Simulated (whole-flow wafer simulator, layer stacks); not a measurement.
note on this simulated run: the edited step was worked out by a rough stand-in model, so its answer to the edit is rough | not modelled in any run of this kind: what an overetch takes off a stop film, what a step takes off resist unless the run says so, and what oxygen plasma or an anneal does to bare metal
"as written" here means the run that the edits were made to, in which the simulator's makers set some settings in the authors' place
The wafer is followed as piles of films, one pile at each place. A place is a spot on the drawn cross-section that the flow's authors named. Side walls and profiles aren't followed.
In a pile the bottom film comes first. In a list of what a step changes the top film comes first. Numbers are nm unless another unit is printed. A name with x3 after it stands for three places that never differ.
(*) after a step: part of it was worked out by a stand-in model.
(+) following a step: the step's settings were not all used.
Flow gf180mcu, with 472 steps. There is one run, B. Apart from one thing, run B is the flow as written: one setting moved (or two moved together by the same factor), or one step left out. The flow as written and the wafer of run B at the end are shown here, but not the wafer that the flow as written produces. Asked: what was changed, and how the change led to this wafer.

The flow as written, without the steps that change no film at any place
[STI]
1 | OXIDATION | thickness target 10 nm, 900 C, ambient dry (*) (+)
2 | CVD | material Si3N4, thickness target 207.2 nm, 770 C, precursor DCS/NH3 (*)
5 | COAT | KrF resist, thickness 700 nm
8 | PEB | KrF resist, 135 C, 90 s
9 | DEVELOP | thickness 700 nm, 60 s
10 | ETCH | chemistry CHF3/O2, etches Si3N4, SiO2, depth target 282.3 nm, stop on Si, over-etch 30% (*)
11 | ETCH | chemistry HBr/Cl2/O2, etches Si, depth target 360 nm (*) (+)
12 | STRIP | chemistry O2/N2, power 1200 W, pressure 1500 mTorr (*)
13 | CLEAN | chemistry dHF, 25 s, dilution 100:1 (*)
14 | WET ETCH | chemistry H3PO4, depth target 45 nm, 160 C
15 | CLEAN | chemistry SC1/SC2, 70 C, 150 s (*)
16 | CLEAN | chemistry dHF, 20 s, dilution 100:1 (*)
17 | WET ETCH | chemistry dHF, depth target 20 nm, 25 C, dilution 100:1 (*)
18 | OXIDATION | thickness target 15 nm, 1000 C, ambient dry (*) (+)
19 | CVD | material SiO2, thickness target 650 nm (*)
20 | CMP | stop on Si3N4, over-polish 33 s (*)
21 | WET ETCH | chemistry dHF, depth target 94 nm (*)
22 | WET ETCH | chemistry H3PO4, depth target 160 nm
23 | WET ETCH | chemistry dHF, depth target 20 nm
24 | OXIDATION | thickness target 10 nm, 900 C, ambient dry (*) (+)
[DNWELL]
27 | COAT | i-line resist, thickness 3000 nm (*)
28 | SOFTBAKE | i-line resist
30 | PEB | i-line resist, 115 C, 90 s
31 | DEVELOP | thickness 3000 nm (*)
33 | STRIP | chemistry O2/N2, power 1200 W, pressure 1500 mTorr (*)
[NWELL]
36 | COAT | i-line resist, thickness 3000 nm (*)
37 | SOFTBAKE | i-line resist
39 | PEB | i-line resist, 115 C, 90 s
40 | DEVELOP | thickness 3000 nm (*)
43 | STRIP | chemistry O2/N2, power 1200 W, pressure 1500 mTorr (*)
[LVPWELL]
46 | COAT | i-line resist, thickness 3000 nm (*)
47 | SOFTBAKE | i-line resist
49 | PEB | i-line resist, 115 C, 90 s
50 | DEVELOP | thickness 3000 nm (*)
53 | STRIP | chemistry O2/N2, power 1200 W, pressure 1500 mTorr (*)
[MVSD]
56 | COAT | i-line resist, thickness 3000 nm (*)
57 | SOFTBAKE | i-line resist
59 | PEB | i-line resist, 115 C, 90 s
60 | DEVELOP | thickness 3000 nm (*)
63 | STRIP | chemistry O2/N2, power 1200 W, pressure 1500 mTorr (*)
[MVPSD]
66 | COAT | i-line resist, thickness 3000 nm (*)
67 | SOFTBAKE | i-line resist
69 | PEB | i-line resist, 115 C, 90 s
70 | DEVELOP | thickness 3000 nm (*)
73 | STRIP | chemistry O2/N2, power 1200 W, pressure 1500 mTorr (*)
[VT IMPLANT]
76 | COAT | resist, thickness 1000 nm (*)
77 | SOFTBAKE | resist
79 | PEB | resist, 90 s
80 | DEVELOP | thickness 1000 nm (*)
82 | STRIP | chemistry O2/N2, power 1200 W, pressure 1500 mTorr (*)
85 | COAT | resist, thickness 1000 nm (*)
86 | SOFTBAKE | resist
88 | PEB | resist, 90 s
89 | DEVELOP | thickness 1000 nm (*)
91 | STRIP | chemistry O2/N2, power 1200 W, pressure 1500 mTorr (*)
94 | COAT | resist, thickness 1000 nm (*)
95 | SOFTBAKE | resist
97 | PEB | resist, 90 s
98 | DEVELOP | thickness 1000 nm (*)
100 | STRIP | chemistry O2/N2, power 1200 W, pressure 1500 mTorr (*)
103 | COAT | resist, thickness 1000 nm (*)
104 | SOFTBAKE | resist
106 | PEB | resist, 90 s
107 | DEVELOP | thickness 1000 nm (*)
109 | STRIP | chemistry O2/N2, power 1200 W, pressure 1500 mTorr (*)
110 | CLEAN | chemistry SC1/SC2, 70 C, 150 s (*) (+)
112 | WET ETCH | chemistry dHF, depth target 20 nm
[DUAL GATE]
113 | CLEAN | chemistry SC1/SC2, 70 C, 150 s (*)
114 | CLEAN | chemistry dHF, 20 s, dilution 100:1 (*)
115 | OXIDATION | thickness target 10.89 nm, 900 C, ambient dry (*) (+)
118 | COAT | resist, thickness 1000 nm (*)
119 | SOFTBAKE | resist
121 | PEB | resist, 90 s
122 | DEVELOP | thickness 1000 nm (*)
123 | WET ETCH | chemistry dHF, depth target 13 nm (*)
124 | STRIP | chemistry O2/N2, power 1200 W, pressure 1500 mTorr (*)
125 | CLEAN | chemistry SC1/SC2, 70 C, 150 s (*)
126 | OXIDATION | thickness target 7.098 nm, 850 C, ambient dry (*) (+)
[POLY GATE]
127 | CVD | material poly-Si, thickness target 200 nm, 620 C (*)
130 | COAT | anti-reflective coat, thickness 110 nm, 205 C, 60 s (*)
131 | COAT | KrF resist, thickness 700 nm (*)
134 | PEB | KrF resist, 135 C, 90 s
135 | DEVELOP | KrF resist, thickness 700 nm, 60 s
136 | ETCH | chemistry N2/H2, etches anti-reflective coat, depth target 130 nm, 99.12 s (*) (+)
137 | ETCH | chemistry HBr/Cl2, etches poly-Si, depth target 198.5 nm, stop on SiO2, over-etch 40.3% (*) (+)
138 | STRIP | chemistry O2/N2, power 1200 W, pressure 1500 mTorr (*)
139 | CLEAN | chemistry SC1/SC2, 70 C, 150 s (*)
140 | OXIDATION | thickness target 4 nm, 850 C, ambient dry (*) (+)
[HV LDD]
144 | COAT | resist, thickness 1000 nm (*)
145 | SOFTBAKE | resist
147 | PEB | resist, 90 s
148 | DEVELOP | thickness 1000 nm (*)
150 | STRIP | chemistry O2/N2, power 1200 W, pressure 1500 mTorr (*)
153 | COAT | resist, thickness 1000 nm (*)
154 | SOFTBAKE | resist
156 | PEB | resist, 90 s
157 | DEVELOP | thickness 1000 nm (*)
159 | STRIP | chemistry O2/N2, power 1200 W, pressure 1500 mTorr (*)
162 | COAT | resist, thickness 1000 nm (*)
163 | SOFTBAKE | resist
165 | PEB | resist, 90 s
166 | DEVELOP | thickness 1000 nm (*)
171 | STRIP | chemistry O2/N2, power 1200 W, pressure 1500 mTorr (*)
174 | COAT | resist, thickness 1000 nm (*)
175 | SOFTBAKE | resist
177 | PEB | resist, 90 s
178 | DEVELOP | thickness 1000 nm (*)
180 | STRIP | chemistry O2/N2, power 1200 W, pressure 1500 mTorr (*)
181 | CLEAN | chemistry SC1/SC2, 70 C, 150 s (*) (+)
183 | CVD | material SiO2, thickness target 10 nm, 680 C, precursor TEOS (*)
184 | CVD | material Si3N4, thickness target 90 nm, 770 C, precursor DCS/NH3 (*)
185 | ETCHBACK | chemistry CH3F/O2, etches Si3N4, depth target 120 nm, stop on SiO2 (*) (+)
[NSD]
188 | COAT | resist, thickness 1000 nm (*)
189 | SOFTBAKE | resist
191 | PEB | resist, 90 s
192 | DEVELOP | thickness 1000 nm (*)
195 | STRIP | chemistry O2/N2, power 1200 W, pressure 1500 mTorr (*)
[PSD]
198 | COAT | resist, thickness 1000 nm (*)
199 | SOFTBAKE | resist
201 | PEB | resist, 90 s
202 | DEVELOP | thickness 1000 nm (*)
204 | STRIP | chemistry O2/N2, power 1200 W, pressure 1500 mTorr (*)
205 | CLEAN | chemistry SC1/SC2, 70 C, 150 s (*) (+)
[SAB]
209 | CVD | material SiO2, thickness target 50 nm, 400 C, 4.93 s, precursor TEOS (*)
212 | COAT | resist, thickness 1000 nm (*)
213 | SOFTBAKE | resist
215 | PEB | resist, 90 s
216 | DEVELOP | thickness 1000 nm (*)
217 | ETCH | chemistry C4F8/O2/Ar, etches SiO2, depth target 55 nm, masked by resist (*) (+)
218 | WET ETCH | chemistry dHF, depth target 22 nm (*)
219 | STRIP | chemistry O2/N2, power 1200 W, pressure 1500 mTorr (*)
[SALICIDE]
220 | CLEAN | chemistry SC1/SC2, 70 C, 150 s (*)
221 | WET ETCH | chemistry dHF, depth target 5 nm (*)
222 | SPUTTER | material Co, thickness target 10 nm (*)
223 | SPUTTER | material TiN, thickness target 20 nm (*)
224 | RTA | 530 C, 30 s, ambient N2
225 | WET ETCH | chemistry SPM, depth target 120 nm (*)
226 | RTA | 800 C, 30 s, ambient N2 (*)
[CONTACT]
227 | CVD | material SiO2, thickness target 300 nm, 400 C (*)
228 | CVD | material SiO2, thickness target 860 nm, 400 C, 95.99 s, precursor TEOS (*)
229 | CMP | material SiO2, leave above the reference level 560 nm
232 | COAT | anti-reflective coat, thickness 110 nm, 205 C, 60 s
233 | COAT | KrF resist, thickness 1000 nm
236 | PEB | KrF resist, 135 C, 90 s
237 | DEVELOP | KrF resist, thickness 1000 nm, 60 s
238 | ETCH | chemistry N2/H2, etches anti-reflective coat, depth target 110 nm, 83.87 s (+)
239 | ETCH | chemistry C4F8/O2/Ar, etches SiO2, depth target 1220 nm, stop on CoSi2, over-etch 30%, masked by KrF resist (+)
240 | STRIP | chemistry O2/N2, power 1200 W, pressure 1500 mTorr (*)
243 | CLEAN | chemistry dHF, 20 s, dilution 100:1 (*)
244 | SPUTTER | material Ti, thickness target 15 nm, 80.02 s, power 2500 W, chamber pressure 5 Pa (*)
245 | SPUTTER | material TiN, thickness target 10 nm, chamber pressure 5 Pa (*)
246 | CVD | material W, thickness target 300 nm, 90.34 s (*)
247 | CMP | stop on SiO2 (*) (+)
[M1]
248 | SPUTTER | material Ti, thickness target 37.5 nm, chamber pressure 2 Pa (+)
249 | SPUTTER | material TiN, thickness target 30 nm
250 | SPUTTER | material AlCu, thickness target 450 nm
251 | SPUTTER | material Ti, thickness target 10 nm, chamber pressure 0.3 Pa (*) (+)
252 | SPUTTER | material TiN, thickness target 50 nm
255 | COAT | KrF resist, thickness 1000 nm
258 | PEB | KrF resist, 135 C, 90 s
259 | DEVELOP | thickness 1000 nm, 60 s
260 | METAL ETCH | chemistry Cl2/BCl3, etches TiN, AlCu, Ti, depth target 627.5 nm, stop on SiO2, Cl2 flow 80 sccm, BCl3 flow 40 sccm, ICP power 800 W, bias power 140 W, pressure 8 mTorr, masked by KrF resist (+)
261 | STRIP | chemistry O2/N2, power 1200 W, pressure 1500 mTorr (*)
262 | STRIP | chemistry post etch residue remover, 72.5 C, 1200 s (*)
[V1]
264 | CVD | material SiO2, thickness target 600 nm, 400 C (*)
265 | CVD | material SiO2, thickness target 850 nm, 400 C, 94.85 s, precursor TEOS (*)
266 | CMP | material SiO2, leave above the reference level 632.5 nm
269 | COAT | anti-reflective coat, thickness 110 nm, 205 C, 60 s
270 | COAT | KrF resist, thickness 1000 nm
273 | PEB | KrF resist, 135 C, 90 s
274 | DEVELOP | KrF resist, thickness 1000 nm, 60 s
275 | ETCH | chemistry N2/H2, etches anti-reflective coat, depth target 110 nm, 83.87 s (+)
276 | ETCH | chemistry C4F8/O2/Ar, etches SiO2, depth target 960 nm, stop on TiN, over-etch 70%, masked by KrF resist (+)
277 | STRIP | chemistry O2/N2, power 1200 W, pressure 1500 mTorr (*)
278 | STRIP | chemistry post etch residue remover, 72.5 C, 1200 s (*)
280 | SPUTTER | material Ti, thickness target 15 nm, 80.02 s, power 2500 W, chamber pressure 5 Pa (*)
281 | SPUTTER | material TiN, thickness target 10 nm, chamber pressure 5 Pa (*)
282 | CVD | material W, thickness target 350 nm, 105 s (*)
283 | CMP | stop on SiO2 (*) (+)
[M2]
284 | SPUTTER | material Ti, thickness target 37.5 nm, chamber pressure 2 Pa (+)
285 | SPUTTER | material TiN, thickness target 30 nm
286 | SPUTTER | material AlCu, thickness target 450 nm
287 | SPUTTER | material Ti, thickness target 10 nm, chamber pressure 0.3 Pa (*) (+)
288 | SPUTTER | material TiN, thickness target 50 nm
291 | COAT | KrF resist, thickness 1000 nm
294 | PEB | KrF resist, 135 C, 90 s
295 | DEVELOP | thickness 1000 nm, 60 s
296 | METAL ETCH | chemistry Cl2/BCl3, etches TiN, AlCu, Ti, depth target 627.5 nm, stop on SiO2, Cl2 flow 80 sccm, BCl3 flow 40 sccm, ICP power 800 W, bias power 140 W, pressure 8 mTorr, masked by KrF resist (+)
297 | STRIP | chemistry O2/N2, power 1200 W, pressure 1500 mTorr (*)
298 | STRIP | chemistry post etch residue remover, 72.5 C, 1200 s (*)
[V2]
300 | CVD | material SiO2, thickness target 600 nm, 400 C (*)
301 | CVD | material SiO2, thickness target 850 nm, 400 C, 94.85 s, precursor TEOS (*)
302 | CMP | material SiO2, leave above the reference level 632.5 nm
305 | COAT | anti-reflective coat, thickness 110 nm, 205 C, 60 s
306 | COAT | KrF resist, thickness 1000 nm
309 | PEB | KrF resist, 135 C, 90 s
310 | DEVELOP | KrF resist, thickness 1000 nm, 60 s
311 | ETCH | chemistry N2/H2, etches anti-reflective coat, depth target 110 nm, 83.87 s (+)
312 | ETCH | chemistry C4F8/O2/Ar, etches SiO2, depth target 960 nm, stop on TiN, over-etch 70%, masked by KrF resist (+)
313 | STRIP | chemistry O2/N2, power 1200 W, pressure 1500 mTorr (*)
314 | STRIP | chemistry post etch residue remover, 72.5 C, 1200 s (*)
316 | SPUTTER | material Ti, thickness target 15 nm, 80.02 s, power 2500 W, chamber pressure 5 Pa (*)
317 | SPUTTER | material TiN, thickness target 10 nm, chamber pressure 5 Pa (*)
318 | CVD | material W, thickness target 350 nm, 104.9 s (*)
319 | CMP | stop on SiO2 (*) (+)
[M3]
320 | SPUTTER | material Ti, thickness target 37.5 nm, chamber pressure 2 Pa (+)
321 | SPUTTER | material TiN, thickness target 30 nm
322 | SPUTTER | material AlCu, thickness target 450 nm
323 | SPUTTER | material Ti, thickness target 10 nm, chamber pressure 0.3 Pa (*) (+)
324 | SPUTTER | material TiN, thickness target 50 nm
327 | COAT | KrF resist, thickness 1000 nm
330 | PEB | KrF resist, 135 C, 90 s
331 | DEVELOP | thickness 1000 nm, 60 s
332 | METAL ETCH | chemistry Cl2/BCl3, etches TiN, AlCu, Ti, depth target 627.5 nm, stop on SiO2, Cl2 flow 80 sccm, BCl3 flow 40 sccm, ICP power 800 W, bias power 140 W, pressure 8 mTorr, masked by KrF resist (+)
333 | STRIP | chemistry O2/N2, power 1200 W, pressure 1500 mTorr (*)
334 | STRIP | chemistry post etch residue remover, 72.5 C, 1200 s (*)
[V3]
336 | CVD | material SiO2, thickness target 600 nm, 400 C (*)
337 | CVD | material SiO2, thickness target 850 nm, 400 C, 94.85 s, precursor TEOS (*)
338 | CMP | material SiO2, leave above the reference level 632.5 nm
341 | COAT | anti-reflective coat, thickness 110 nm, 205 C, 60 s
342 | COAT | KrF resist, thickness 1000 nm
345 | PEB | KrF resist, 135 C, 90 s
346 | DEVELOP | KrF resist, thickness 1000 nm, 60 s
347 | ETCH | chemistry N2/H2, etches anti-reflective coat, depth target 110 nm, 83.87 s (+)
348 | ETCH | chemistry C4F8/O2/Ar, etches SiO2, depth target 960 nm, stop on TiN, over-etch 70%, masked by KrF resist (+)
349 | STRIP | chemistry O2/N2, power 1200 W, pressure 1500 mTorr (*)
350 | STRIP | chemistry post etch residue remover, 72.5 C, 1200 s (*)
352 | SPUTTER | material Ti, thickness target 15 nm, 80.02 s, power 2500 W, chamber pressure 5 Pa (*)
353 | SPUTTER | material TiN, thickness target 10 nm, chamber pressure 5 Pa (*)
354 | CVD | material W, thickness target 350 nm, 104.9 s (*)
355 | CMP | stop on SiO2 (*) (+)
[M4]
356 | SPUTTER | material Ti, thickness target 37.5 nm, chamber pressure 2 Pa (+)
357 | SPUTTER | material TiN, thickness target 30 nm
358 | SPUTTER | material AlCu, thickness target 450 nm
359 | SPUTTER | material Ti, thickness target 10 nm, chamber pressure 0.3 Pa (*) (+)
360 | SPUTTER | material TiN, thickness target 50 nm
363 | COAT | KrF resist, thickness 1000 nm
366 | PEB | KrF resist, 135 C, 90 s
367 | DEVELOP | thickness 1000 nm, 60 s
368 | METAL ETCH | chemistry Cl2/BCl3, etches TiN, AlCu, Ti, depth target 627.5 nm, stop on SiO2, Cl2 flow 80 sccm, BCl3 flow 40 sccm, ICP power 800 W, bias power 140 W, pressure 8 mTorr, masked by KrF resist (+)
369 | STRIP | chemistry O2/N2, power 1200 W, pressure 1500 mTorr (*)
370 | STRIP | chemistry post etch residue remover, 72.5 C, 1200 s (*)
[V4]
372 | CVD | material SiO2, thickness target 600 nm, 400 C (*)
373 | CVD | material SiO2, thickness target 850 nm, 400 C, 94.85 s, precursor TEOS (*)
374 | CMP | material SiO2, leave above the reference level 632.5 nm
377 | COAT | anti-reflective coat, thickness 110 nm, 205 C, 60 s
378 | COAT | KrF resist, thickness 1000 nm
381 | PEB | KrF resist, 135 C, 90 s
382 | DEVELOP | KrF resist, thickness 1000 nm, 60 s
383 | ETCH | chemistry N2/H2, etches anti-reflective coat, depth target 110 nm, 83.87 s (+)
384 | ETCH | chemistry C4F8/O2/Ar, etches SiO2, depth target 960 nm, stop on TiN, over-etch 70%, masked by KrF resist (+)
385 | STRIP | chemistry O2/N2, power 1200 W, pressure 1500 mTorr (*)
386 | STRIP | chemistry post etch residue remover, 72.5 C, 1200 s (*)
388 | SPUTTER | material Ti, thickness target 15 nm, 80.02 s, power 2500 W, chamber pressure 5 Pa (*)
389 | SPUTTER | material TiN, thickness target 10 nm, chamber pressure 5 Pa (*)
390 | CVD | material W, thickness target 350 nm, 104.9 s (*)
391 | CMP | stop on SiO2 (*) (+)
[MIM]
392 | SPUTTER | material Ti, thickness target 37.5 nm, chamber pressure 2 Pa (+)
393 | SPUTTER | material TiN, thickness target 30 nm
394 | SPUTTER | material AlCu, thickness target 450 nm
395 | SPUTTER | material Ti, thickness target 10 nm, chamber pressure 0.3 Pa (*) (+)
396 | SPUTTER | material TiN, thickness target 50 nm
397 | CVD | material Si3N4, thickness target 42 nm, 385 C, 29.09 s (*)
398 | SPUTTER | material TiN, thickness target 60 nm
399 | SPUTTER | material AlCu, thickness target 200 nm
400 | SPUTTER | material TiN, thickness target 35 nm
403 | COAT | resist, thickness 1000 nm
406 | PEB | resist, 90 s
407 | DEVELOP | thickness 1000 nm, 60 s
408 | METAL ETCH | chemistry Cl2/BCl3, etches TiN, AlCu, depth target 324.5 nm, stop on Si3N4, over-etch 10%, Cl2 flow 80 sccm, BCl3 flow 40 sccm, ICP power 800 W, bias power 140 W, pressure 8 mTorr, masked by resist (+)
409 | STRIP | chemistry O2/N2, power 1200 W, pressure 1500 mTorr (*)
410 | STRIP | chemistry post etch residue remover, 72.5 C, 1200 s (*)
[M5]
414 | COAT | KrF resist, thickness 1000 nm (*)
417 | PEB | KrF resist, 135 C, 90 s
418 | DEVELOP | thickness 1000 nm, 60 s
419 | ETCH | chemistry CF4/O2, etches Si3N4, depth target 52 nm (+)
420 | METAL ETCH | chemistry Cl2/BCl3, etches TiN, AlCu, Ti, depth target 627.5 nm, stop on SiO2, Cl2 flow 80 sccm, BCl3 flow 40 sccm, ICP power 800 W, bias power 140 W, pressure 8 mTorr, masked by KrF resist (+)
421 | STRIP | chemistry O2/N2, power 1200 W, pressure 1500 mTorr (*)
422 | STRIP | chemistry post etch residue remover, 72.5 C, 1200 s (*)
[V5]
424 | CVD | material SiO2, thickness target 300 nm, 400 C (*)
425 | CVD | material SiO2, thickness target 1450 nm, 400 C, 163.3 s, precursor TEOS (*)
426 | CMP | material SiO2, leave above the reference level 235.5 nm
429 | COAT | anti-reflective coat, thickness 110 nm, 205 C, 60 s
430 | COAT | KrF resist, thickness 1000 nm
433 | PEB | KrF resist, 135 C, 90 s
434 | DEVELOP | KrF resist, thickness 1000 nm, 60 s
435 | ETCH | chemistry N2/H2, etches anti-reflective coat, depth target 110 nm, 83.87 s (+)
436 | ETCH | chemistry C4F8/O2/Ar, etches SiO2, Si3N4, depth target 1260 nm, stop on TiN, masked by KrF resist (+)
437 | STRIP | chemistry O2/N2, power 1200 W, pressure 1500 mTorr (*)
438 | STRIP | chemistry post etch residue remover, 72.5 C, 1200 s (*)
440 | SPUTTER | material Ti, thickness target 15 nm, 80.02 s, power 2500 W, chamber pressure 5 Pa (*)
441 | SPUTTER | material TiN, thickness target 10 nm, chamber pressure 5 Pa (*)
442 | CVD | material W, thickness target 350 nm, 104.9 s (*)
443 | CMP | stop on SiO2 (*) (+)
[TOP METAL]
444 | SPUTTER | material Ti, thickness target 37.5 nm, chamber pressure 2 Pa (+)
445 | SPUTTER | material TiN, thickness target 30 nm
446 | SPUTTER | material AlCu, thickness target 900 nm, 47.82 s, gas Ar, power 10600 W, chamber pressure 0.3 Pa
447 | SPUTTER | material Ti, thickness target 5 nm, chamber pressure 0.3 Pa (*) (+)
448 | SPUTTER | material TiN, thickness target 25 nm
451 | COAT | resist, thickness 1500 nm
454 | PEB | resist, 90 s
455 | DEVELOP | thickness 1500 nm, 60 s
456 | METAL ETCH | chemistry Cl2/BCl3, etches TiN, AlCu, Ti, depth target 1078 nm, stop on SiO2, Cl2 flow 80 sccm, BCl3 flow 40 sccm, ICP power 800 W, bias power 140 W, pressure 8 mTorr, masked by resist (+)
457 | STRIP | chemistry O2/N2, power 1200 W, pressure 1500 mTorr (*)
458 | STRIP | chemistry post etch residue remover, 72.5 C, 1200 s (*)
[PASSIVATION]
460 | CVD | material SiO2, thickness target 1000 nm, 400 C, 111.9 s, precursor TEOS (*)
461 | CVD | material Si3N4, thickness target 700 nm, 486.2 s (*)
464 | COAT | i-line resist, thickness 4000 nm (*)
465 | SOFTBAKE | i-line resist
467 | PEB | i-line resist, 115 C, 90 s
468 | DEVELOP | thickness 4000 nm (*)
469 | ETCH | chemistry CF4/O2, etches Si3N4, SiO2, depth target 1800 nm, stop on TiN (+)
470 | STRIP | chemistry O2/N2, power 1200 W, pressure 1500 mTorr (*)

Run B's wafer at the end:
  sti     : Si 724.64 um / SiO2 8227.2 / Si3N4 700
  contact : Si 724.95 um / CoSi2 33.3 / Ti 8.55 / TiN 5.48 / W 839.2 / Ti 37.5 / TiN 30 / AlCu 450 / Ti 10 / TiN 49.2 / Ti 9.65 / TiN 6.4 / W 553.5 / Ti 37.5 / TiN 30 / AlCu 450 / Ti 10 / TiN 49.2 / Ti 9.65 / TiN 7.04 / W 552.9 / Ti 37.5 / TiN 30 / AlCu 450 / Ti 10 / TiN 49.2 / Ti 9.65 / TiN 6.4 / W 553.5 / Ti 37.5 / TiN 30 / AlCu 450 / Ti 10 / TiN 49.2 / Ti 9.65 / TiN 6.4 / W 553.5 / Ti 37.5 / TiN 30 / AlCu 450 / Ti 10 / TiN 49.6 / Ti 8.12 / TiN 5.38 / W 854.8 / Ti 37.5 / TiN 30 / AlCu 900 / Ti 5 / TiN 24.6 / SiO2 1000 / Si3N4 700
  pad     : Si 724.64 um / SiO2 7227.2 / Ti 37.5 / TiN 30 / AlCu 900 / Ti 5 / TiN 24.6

The reason: step 317, SPUTTER: thickness target 11 nm was run, while the flow as written has thickness target 10 nm.

How this came from the change, step by step:
  317 | SPUTTER | material TiN, thickness target 10 nm, chamber pressure 5 Pa (*)
      field, field__w1, field__w2 and 107 more: TiN gains 11 (new film) (in the flow as written it would be: TiN gains 10 (new film))
      contact: TiN gains 7.04 (new film) (in the flow as written it would be: TiN gains 6.4 (new film))
  319 | CMP | stop on SiO2 (*) (+)
      field, field__w1, field__w2 and 107 more: W loses 350 (all of it), TiN loses 11 (all of it), Ti loses 15 (all of it), SiO2 loses 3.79 (in the flow as written it would be: W loses 350 (all of it), TiN loses 10 (all of it), Ti loses 15 (all of it), SiO2 loses 3.78)
